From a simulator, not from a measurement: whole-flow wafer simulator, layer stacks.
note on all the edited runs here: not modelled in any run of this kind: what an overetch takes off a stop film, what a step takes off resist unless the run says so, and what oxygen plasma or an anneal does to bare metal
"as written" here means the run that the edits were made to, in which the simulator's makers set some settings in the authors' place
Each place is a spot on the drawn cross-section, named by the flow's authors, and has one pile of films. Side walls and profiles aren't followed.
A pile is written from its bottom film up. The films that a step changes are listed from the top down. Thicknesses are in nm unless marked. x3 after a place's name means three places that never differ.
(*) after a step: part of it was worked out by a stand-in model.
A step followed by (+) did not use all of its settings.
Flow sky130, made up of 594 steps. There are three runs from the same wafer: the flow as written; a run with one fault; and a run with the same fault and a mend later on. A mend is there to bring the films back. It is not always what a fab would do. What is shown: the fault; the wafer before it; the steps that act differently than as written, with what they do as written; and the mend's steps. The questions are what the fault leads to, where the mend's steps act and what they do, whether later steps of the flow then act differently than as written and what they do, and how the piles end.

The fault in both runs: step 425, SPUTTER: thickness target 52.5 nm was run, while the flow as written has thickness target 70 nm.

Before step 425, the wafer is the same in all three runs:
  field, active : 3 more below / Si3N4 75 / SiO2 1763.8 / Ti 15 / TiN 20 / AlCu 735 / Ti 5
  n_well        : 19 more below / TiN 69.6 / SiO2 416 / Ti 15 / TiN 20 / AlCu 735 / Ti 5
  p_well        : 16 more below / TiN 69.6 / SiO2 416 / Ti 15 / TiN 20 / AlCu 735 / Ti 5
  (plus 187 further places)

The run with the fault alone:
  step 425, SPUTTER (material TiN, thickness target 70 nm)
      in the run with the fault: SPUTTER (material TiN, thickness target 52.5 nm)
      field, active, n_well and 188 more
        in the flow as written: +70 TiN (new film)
        in the run with the fault: +52.5 TiN (new film)
  Later steps of the flow acting differently than as written (not shown: 2 more steps that differ only slightly, by at most 2% or 0.5 nm, whichever is larger):
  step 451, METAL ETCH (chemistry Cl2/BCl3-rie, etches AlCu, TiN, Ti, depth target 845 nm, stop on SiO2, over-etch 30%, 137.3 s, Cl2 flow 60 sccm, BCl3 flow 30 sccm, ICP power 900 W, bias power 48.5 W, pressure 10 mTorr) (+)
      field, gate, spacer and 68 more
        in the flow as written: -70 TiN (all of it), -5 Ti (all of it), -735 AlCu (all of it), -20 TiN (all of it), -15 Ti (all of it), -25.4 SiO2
        in the run with the fault: -52.5 TiN (all of it), -5 Ti (all of it), -735 AlCu (all of it), -20 TiN (all of it), -15 Ti (all of it), -27.1 SiO2
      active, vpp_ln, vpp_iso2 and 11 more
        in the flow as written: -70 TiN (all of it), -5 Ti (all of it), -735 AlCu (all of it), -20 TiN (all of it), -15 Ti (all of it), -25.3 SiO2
        in the run with the fault: -52.5 TiN (all of it), -5 Ti (all of it), -735 AlCu (all of it), -20 TiN (all of it), -15 Ti (all of it), -27.1 SiO2
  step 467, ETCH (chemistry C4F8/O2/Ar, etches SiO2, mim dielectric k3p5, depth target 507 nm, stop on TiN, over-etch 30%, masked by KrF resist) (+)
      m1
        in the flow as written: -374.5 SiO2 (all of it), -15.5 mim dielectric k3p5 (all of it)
        in the run with the fault: -392 SiO2 (all of it), -15.5 mim dielectric k3p5 (all of it)
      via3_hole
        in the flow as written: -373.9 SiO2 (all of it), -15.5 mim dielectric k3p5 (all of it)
        in the run with the fault: -391.4 SiO2 (all of it), -15.5 mim dielectric k3p5 (all of it)
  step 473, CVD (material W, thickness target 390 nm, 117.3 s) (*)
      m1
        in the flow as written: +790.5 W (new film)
        in the run with the fault: +808.2 W (new film)
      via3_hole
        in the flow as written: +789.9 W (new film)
        in the run with the fault: +807.6 W (new film)
  At n_well, p_well, gate_hv and 104 more, the piles at the end differ from the flow's by more than 2% or 0.5 nm, whichever is larger.
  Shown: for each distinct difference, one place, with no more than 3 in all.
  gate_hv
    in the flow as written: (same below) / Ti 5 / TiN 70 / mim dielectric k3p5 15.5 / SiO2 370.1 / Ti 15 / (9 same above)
    in the run with the fault: (same below) / Ti 5 / TiN 52.5 / mim dielectric k3p5 15.5 / SiO2 387.6 / Ti 15 / (9 same above)
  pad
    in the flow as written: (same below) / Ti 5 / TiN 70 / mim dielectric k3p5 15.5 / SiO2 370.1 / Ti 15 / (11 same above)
    in the run with the fault: (same below) / Ti 5 / TiN 52.5 / mim dielectric k3p5 15.5 / SiO2 387.6 / Ti 15 / (11 same above)
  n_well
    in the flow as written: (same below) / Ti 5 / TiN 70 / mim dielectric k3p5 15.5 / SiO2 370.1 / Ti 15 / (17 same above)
    in the run with the fault: (same below) / Ti 5 / TiN 52.5 / mim dielectric k3p5 15.5 / SiO2 387.6 / Ti 15 / (17 same above)

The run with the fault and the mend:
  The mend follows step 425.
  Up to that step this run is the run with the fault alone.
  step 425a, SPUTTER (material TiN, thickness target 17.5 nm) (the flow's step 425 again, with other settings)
      field, active, n_well and 188 more
        +17.5 TiN
  Every later step of the flow that is run acts as written at every place that is followed.
  The piles end the same as the flow's at every place that both follow.
